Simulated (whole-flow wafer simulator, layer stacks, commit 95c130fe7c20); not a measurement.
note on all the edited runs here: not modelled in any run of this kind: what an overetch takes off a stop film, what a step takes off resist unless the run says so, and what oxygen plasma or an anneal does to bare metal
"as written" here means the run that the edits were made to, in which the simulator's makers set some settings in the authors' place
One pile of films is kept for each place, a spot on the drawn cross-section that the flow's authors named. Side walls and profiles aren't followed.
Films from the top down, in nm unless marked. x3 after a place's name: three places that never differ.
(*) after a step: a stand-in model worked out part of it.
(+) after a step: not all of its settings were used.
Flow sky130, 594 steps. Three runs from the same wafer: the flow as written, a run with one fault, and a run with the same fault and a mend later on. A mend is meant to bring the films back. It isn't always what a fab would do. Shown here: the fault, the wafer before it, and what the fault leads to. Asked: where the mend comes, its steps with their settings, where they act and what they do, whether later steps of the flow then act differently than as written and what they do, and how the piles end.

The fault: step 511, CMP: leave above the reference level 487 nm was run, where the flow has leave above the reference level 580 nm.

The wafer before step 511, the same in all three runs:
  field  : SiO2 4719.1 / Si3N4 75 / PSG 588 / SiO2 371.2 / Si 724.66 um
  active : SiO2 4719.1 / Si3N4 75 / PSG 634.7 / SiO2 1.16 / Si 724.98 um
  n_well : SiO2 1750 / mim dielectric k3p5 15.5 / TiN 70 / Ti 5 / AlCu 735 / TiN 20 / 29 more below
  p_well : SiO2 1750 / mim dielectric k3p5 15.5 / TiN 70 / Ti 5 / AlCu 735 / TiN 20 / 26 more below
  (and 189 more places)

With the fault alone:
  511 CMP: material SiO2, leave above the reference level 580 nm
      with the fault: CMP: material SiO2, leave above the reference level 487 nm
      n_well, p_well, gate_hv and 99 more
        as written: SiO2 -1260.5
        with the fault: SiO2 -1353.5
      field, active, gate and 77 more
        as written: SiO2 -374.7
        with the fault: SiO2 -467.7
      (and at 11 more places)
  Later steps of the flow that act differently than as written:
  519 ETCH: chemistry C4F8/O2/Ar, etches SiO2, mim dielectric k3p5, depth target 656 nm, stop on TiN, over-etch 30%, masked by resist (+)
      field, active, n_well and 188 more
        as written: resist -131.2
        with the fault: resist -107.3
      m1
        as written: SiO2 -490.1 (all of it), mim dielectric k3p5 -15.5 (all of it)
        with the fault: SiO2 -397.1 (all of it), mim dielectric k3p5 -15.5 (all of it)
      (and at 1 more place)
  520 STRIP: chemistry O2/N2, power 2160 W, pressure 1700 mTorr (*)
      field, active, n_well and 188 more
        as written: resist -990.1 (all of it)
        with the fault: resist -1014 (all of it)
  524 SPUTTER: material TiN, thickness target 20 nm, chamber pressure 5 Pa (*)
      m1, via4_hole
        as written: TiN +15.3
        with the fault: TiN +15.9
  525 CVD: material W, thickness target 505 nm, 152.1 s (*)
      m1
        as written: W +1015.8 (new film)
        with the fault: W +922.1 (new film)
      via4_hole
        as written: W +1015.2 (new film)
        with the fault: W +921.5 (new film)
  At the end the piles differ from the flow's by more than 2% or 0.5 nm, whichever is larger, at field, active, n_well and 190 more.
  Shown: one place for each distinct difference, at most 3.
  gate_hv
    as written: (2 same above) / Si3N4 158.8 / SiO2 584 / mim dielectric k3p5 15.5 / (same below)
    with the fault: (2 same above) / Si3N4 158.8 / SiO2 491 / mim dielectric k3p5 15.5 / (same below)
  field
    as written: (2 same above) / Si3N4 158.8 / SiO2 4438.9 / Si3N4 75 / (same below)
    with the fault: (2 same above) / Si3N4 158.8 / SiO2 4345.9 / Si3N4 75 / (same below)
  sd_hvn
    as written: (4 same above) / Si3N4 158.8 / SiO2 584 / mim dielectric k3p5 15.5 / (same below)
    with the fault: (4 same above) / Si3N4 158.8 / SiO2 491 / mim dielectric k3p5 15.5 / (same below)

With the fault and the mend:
  The mend comes after step 511.
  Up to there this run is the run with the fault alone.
  511a HDPCVD: thickness target 93 nm (*) (the flow's step 510 once more, with other settings)
      field, active, n_well and 190 more
        SiO2 +93
  No later step of the flow acts differently than as written at any place that is followed.
  At the end the piles are the same as the flow's at every place that both follow.
